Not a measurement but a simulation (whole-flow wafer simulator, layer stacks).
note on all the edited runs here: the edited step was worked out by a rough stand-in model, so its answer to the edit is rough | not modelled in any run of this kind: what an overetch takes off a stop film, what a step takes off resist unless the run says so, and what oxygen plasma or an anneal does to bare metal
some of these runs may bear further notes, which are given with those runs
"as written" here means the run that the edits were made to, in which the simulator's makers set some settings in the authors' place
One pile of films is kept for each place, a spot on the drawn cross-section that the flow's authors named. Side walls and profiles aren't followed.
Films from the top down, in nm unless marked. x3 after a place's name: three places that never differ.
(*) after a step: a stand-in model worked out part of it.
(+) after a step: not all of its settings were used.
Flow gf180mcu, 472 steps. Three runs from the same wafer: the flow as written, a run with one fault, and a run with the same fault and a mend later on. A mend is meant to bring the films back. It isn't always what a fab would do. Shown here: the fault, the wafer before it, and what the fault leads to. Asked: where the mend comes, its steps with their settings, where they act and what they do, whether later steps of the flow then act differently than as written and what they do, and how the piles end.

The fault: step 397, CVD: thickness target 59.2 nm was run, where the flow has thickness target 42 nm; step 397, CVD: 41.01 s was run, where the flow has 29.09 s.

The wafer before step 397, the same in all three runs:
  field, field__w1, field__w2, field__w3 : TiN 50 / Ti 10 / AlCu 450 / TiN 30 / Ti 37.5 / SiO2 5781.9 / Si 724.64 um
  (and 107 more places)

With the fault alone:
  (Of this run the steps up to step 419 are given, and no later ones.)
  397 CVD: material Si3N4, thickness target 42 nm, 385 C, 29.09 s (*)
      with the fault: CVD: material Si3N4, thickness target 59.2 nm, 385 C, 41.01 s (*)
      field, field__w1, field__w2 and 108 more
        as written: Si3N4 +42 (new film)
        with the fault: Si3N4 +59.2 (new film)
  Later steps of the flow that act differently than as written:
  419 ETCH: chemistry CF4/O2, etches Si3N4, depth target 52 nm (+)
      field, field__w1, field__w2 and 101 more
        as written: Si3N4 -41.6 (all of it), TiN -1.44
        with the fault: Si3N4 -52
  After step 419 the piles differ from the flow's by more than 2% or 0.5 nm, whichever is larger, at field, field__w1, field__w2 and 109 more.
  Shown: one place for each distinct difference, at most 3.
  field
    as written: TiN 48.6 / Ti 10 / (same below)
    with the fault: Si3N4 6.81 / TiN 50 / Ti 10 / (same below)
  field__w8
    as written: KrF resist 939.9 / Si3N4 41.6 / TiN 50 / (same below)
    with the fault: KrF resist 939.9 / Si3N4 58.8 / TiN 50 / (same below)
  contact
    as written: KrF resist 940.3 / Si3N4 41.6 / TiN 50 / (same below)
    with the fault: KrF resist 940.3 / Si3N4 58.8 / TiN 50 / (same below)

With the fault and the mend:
  The mend comes after step 397.
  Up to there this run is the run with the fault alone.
  397a WET ETCH: chemistry H3PO4, depth target 17.2 nm, 160 C (the flow's step 14 once more, with other settings)
      field, field__w1, field__w2 and 108 more
        Si3N4 -17.2
  No later step of the flow acts differently than as written, at any place that is followed, by more than 2% or 0.5 nm, whichever is larger.
  At the end the piles differ from the flow's only slightly at the places that both follow, by at most 2% or 0.5 nm, whichever is larger.
